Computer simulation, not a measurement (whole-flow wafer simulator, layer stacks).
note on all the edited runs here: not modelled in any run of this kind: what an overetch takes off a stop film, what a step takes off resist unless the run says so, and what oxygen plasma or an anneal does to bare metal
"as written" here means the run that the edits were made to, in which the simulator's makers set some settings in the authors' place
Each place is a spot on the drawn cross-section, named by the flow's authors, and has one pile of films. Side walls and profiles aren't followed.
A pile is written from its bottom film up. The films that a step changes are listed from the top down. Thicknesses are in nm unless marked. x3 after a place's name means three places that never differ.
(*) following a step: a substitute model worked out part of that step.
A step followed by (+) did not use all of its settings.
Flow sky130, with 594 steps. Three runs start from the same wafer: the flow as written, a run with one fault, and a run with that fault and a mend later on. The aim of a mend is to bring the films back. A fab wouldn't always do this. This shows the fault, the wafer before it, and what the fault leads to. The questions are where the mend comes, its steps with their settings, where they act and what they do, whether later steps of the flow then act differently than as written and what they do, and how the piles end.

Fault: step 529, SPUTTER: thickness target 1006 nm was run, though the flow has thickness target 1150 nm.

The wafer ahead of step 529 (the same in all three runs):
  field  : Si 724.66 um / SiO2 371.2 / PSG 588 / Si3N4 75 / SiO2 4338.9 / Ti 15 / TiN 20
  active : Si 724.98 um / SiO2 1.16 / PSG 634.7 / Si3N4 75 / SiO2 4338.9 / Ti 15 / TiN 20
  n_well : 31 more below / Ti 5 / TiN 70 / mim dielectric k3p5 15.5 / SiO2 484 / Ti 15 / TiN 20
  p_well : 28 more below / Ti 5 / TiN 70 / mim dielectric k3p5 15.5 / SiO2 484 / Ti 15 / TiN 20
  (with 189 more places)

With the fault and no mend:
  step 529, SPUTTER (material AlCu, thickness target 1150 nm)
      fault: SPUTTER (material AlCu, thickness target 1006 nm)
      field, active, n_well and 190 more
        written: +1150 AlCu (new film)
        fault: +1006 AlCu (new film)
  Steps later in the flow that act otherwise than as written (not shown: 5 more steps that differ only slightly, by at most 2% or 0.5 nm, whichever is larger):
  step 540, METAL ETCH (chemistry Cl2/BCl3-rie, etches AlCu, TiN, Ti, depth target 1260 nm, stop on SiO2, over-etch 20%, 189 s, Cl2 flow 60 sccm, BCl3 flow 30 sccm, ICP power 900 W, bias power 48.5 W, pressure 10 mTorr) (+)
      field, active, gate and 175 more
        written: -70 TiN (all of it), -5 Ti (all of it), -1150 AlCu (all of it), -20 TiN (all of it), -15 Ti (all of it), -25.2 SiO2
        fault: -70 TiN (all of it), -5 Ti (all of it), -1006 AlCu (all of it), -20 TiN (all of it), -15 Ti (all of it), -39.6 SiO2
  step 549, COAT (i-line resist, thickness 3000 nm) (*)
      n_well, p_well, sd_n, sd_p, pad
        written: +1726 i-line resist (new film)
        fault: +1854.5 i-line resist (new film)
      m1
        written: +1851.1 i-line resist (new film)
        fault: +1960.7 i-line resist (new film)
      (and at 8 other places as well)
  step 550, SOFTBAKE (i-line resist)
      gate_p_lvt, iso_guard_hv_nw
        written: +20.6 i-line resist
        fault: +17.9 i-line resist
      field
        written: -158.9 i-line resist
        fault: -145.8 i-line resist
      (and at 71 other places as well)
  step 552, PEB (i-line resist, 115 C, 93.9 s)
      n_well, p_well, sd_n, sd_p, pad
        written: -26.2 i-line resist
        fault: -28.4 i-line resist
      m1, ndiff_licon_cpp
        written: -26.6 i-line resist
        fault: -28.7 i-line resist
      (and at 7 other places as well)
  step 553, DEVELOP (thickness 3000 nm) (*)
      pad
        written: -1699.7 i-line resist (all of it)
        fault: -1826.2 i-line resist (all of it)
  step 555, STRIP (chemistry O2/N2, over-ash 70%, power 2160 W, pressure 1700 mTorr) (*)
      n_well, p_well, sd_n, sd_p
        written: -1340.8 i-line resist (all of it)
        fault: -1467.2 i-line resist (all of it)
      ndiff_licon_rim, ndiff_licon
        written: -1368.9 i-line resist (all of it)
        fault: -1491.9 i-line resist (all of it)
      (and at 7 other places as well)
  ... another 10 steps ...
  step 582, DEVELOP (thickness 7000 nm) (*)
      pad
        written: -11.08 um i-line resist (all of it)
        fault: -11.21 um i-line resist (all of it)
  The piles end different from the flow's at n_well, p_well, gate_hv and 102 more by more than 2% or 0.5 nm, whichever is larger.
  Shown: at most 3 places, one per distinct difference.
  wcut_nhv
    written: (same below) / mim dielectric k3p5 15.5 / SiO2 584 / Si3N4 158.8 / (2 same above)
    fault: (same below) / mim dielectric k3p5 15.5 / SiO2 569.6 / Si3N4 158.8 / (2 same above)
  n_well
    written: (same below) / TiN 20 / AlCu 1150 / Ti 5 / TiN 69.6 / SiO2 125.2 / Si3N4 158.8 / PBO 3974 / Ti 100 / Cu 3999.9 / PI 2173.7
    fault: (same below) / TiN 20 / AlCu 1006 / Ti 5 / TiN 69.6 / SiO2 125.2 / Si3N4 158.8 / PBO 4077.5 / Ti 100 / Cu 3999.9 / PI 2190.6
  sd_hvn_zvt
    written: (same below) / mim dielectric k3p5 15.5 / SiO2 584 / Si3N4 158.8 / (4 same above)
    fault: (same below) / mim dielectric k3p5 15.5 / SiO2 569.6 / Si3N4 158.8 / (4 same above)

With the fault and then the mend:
  After step 529 comes the mend.
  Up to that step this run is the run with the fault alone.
  step 529a, SPUTTER (material AlCu, thickness target 144 nm) (the flow's step 529 again, with other settings)
      field, active, n_well and 190 more
        +144 AlCu
  None of the later steps of the flow acts differently than as written at any place that is followed.
  By the end, the piles equal the flow's at every place that both follow.
